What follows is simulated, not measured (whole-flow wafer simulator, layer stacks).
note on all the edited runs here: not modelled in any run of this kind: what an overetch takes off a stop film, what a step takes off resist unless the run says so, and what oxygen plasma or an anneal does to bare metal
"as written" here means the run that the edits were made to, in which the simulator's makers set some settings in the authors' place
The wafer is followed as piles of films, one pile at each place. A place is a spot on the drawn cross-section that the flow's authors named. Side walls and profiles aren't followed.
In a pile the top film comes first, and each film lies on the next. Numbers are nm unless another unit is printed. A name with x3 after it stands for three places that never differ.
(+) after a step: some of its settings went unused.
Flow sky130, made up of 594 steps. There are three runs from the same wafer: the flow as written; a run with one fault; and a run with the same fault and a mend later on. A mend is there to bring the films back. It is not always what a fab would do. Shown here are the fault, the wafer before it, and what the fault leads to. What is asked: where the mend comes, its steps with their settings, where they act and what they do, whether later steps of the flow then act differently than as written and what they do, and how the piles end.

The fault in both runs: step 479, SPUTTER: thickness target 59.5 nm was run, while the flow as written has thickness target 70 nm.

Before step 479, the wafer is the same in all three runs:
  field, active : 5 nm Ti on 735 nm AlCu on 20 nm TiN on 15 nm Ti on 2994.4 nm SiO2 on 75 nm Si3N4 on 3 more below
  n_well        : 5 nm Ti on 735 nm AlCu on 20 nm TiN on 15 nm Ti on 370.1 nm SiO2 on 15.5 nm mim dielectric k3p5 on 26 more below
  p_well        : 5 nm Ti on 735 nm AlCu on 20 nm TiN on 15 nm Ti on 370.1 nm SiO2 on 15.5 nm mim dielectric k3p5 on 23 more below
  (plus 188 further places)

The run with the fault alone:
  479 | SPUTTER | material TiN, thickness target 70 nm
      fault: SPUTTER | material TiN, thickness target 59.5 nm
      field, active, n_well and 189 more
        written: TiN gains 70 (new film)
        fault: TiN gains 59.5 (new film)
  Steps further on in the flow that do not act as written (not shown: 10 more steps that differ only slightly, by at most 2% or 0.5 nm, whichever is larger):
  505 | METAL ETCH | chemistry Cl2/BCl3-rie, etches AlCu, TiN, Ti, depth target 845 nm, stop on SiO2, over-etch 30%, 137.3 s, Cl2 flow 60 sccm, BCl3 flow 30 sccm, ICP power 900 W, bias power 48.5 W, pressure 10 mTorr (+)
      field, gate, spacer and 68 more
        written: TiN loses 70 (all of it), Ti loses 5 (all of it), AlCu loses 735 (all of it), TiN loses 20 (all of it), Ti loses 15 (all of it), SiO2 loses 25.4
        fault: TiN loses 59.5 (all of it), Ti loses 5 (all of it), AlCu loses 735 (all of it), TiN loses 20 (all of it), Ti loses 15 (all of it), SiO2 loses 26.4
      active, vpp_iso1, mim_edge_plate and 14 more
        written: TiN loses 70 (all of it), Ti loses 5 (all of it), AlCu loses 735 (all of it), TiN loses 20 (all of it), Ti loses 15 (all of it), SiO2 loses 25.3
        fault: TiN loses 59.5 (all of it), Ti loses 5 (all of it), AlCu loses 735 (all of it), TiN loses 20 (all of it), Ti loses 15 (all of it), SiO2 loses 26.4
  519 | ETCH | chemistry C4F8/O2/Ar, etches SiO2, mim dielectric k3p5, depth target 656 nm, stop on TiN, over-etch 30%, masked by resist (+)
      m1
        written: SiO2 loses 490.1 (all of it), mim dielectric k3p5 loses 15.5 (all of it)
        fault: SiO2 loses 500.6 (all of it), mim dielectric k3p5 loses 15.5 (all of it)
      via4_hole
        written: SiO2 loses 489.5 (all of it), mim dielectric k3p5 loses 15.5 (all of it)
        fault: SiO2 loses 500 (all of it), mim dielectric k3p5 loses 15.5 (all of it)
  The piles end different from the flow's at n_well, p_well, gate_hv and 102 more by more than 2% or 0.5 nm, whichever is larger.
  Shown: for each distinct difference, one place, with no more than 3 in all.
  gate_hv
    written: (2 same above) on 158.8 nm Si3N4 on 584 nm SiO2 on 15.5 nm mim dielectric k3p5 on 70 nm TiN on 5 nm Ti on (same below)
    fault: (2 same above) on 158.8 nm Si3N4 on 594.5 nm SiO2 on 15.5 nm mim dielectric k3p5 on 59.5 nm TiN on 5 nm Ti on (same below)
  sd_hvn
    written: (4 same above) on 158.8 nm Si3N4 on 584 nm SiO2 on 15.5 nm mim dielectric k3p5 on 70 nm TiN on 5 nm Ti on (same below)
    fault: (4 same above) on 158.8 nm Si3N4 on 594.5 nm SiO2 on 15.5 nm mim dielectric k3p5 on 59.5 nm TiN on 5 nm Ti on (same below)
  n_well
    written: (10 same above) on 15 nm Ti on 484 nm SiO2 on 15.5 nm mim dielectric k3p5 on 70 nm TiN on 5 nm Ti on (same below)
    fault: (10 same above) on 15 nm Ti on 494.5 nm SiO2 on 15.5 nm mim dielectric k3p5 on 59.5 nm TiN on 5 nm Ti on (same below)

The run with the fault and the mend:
  After step 479 comes the mend.
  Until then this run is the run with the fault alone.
  479a | SPUTTER | material TiN, thickness target 10.5 nm (a further turn of the flow's step 479, with different settings)
      field, active, n_well and 189 more
        TiN gains 10.5
  Every later step of the flow that is run acts as written at every place that is followed.
  By the end, the piles equal the flow's at every place that both follow.
